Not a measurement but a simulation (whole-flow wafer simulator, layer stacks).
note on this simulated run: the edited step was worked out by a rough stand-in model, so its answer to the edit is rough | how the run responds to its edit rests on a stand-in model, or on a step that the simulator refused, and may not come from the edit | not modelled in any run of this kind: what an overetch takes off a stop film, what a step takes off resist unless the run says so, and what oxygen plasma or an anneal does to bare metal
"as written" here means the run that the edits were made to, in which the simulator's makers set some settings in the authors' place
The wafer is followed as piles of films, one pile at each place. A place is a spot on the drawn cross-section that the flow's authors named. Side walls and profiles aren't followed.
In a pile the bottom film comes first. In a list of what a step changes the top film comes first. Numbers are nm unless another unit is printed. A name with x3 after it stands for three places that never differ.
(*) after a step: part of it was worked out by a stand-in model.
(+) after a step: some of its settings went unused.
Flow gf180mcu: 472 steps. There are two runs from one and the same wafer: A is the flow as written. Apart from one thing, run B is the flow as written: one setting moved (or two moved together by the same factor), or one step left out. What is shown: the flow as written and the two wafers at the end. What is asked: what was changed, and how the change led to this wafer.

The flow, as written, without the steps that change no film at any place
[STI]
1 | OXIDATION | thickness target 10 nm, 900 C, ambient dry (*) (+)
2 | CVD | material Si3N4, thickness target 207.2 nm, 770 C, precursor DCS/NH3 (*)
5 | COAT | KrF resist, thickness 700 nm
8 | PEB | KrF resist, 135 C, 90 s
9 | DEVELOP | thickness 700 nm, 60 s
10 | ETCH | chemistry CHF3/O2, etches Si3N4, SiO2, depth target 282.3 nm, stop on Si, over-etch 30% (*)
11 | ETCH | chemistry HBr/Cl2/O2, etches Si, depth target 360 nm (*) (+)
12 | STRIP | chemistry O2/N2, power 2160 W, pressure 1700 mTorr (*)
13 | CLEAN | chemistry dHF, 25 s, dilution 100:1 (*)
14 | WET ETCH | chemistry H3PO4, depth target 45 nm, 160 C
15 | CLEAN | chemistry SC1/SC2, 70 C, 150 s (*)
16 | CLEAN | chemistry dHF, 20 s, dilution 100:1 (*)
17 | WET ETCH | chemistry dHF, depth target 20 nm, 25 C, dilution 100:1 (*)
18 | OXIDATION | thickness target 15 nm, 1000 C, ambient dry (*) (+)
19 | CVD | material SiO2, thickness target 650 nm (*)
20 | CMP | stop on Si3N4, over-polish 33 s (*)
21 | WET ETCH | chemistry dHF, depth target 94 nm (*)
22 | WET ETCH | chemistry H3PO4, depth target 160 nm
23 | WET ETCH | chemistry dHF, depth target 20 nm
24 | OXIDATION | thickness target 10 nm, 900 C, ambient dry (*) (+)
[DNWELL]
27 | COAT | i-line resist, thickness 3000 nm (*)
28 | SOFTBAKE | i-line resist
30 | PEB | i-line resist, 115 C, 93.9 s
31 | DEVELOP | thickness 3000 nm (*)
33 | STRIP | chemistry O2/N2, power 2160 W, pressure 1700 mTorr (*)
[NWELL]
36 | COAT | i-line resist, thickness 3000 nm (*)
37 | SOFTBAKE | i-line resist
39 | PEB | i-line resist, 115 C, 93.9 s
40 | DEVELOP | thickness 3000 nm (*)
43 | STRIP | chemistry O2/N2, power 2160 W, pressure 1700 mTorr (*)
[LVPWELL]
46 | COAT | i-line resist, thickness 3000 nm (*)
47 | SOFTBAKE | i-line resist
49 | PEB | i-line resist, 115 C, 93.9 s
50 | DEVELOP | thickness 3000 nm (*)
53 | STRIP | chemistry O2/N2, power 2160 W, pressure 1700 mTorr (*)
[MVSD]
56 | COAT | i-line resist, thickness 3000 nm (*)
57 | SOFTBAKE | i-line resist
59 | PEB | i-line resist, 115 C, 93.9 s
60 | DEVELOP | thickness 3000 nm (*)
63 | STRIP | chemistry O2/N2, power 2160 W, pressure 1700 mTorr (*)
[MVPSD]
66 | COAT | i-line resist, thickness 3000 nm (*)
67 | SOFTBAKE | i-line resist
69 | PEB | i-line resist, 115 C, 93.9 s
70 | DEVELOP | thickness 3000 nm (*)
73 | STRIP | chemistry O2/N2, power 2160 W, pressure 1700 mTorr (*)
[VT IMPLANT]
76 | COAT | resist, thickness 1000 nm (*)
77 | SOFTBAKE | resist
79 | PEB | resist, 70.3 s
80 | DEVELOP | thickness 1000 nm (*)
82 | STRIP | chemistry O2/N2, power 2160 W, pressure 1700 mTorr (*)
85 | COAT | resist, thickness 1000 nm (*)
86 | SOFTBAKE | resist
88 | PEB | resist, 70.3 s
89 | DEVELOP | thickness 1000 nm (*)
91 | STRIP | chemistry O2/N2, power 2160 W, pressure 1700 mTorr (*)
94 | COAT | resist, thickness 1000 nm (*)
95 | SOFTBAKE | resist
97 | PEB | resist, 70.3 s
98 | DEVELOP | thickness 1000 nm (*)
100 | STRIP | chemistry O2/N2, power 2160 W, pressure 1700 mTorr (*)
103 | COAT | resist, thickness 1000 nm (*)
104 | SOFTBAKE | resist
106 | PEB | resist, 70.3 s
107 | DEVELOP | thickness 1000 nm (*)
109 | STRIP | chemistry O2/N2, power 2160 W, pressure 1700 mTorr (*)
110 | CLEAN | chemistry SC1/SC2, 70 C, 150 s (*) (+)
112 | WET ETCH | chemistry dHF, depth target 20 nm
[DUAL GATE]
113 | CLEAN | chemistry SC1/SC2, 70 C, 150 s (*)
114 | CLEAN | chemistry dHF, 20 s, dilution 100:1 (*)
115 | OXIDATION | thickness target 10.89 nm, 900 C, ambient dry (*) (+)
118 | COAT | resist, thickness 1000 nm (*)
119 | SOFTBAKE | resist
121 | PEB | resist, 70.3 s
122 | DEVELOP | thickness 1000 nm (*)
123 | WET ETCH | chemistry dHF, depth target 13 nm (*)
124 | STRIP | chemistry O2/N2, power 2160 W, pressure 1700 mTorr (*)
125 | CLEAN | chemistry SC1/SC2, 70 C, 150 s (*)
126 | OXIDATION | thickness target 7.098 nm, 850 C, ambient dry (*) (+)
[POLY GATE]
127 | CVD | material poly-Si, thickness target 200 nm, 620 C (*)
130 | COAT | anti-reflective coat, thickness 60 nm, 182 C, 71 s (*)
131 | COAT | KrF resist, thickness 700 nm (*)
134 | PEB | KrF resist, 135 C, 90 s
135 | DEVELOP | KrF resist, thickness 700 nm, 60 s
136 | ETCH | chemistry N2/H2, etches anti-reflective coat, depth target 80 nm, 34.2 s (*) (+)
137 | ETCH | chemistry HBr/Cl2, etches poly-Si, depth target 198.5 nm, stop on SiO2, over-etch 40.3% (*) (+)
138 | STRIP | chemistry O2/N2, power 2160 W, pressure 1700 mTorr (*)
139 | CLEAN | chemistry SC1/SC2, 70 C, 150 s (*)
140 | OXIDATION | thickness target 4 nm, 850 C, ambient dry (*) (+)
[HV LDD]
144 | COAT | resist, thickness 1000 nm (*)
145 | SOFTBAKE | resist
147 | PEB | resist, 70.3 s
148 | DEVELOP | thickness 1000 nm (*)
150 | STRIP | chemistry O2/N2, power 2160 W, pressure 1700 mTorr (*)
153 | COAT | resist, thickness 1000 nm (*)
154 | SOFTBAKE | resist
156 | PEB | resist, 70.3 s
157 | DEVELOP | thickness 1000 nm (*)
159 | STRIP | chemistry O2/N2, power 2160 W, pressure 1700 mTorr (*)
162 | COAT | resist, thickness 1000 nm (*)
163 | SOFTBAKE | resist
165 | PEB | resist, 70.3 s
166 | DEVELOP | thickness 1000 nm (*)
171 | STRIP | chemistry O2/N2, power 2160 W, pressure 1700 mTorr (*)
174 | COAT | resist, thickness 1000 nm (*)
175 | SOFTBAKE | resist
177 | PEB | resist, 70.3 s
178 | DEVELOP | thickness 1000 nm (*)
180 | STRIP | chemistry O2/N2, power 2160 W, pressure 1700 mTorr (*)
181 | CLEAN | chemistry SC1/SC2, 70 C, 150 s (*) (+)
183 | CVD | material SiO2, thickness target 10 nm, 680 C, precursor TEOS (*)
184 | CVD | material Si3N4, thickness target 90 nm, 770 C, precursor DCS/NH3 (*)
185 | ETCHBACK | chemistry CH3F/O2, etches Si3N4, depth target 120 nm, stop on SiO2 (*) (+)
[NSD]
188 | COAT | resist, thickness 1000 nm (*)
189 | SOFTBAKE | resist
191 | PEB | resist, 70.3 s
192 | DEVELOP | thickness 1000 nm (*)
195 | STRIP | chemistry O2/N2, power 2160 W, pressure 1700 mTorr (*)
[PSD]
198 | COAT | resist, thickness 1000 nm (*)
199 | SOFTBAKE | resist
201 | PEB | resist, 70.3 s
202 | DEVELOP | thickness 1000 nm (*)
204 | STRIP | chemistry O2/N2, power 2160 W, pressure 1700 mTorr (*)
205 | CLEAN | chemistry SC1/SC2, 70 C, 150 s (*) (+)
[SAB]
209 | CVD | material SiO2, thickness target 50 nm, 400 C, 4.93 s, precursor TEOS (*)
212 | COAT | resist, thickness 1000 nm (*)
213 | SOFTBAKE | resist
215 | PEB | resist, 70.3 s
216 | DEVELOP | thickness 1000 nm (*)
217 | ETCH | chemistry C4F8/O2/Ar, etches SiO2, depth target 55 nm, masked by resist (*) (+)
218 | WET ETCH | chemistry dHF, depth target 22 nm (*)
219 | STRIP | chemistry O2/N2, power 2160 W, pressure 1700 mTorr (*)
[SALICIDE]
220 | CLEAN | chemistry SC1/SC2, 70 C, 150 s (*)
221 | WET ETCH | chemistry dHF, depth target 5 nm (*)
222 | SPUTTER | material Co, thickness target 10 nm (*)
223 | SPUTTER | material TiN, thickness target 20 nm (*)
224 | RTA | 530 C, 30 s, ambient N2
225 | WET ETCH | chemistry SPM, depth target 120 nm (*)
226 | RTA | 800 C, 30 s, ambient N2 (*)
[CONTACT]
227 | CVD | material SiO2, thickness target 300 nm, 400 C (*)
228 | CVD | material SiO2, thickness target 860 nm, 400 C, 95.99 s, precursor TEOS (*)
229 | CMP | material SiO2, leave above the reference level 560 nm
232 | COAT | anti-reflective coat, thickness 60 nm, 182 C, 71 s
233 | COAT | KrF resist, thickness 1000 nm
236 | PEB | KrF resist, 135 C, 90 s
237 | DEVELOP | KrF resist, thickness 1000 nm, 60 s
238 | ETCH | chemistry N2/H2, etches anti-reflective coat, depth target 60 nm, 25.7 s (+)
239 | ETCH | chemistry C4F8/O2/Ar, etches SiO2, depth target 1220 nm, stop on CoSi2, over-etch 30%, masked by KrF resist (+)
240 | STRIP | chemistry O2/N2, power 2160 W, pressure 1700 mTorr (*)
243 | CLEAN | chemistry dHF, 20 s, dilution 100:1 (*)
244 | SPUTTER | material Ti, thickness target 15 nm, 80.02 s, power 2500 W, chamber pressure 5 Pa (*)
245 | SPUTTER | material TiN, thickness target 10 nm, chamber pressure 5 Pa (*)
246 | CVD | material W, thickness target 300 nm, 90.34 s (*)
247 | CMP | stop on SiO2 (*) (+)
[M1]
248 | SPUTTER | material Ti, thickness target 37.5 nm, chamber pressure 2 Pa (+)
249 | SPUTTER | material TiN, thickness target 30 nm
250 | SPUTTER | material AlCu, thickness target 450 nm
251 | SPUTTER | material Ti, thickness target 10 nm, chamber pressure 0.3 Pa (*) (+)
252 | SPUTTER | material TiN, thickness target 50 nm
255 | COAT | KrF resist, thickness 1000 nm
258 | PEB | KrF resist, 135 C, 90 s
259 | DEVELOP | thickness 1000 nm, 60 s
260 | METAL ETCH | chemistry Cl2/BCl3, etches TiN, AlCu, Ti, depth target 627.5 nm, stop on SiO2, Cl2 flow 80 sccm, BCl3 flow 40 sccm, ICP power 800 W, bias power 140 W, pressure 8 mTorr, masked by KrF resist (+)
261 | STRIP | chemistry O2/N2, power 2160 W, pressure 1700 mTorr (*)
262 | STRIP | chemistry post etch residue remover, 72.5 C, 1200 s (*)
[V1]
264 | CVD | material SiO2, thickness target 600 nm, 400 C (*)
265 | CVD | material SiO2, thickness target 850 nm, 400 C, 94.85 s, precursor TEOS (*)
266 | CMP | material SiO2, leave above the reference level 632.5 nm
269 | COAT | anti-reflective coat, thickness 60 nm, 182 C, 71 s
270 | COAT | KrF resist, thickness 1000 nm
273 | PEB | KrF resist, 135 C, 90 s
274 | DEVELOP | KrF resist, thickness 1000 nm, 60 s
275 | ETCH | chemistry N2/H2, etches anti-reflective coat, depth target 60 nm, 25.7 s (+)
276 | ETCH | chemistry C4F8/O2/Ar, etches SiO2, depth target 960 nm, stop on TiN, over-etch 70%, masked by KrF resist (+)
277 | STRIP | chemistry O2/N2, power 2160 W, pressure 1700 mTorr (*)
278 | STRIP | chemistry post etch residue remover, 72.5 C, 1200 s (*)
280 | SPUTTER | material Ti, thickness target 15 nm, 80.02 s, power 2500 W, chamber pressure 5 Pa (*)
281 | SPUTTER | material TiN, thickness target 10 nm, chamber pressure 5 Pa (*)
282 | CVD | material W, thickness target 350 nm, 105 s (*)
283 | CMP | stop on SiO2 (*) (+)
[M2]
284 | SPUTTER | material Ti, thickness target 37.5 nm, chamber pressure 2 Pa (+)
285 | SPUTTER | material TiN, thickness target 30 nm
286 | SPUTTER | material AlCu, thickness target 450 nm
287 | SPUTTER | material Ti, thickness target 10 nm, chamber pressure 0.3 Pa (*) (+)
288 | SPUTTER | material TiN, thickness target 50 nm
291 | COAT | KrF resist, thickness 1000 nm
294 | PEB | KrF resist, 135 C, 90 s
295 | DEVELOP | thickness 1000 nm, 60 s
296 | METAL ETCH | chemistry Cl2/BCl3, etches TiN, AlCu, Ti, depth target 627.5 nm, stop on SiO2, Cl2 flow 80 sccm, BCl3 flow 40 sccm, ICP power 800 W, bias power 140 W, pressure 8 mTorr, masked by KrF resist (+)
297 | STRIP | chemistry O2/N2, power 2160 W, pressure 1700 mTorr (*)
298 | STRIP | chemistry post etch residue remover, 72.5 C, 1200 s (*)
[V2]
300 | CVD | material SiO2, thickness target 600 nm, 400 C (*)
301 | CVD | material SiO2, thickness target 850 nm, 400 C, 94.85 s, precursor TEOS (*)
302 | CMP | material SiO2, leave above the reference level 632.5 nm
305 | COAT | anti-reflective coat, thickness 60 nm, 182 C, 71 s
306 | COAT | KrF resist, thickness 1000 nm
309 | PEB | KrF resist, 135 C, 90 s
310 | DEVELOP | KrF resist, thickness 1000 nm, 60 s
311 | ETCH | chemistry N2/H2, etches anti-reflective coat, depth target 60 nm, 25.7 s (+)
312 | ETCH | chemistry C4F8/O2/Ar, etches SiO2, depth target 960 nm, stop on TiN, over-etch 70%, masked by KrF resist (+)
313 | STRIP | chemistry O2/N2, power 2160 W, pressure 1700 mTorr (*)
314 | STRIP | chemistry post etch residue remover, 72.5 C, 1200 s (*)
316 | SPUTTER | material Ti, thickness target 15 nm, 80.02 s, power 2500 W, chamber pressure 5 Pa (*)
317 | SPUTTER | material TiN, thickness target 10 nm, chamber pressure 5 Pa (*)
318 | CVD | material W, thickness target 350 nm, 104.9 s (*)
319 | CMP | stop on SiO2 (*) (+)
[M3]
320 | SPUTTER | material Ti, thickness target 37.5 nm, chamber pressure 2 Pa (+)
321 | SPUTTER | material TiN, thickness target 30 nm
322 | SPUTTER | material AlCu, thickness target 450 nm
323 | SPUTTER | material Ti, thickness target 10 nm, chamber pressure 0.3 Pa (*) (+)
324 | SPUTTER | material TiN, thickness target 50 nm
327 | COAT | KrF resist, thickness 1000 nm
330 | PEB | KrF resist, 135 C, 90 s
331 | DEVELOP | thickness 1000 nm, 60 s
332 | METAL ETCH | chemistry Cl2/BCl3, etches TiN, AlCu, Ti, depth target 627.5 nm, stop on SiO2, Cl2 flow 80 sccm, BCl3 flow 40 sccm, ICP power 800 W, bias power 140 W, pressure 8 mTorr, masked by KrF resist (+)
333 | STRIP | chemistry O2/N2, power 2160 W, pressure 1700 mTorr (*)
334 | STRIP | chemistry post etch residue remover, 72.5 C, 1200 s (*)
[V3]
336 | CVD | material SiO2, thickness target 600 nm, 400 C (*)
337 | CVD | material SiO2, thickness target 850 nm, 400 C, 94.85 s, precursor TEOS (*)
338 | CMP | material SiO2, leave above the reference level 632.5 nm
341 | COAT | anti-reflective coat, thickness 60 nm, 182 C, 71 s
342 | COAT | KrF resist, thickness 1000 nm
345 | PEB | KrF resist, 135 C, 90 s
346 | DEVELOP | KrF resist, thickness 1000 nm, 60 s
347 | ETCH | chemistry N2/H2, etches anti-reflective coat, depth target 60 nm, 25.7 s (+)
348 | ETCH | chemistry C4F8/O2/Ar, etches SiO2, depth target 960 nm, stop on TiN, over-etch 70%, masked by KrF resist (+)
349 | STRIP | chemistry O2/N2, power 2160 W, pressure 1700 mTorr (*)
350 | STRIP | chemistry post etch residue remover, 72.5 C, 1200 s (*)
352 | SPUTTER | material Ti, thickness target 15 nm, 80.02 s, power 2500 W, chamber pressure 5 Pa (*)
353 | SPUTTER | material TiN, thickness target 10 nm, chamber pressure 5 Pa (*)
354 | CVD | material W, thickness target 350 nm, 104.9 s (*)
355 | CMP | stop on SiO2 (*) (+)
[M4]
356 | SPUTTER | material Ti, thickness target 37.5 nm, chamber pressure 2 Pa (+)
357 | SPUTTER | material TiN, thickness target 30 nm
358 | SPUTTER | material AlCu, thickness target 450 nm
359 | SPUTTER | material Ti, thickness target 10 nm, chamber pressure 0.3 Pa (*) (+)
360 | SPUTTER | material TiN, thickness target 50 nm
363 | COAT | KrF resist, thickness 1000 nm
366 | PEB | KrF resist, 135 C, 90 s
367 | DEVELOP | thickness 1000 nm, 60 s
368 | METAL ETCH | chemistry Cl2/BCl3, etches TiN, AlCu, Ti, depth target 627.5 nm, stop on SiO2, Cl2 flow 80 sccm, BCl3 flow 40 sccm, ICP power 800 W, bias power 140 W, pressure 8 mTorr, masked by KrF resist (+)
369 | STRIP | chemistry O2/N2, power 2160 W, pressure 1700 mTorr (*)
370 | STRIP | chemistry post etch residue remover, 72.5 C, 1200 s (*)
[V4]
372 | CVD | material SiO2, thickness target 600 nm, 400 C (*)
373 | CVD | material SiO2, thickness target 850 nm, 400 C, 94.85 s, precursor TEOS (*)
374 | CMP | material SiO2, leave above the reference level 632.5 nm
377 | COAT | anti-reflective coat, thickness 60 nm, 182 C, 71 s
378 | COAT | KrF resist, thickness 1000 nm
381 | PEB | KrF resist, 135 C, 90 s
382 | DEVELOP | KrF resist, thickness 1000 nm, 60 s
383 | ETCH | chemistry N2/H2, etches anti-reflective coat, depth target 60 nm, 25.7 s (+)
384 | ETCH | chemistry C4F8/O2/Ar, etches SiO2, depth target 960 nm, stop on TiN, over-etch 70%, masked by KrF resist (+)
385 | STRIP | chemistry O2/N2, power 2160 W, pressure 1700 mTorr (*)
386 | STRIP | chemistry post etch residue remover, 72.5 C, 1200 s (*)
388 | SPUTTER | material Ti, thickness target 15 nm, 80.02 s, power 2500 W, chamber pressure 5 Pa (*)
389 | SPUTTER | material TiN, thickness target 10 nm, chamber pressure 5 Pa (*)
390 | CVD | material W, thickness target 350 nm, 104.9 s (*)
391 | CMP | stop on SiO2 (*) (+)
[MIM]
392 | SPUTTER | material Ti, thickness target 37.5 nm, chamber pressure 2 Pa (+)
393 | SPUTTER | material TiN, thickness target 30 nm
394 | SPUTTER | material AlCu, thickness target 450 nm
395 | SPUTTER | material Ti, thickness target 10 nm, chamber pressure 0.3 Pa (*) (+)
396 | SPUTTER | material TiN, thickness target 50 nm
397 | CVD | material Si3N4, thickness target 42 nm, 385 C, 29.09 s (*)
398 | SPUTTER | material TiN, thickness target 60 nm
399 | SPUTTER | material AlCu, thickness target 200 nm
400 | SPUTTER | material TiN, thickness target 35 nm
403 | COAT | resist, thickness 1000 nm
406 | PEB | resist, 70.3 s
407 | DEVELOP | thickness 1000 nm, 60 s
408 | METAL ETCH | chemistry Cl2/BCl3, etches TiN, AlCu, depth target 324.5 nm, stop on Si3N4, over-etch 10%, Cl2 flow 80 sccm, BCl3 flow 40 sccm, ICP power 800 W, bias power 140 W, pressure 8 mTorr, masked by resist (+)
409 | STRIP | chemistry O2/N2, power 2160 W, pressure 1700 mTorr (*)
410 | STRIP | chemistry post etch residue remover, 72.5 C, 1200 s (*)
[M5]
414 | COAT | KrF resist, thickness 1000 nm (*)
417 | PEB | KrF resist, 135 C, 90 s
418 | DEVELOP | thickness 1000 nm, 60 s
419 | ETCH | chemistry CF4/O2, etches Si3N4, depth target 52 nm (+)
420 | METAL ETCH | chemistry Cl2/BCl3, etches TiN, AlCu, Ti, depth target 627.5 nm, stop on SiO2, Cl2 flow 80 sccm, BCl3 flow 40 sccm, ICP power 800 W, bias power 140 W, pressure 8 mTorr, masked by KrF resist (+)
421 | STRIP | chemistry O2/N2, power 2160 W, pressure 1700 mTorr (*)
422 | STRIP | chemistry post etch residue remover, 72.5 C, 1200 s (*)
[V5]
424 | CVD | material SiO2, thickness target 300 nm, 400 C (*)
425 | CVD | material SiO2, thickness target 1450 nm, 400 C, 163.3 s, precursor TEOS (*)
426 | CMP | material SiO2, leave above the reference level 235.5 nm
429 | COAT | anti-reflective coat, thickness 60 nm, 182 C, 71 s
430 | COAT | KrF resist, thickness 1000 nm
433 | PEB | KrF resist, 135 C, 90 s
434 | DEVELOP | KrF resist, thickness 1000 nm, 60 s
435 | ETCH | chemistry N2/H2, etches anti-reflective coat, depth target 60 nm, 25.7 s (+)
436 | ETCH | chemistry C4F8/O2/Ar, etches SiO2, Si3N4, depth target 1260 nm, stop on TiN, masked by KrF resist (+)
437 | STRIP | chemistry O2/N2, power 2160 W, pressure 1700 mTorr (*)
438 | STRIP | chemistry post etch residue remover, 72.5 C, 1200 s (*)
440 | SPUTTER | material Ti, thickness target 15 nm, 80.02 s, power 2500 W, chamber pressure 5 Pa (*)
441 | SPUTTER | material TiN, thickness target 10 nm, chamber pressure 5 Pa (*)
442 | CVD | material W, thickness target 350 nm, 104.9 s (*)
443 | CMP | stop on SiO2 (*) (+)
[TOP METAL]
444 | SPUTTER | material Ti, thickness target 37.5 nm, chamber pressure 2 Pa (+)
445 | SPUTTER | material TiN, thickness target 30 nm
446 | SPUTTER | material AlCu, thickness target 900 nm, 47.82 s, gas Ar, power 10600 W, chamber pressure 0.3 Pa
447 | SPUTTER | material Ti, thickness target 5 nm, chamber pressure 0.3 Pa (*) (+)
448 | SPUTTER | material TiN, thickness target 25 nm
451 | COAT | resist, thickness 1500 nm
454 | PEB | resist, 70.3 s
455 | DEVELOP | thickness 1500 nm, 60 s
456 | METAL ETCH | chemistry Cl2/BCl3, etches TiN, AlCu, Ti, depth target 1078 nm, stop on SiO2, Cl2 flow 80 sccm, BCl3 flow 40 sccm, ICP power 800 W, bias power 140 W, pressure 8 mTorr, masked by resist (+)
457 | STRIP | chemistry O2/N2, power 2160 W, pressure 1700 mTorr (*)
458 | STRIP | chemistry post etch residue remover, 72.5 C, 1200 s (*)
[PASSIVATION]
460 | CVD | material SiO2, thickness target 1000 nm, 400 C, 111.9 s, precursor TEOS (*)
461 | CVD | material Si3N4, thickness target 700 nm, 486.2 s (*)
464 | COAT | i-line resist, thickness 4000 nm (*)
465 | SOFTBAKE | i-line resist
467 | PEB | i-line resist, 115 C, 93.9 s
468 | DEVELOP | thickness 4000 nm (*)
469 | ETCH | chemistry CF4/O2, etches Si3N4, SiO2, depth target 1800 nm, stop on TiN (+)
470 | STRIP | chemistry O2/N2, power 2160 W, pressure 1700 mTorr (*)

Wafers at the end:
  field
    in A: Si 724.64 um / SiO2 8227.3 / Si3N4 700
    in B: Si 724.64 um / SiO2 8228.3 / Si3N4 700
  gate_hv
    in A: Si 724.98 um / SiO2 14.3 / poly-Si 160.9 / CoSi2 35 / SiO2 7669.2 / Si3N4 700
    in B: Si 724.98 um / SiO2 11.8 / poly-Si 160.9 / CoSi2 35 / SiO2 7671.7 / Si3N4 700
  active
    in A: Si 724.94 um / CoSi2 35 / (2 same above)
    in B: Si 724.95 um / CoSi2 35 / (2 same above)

The reason: step 126, OXIDATION: thickness target 4.081 nm was run, though the flow has thickness target 7.098 nm.

The path from the change to this, step by step:
  126 | OXIDATION | thickness target 7.098 nm, 850 C, ambient dry (*) (+)
      gate_hv, active_hv, active_nat and 25 more: A +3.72 SiO2, -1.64 Si | B +1.21 SiO2, -0.53 Si
      active, n_well, p_well and 12 more: A +7.1 SiO2 (new film), -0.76 chemical SiO2 (all of it), -2.79 Si | B +4.08 SiO2 (new film), -0.76 chemical SiO2 (all of it), -1.46 Si
  189 | SOFTBAKE | resist
      field__w9: A +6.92 resist | B -3.07 resist
      active_hv: A +2.68 resist | B -0.49 resist
      (as well as at 1 more place)
  199 | SOFTBAKE | resist
      field__w9: A +6.92 resist | B -3.07 resist
      active_hv: A +2.68 resist | B -0.49 resist
      (as well as at 1 more place)
  218 | WET ETCH | chemistry dHF, depth target 22 nm (*)
      active, p_well, sd_n, iso_ptap_pw, iso_ntap_nw, iso_ptap_sub, vpnp_e: A -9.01 SiO2 (all of it) | B -6.33 SiO2 (all of it)
      ldn_tap, ldn_src, ldn_drn, ldp_tap, ldp_src, ldp_drn, ldp_gr: A -16 SiO2 (all of it) | B -13.6 SiO2 (all of it)
      (as well as at 9 more places)
  223 | SPUTTER | material TiN, thickness target 20 nm (*)
      field__w12: A +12 TiN (new film) | B +12.6 TiN (new film)
  225 | WET ETCH | chemistry SPM, depth target 120 nm (*)
      field__w12: A -12 TiN (all of it), -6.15 Co (all of it) | B -12.6 TiN (all of it), -6.16 Co (all of it)
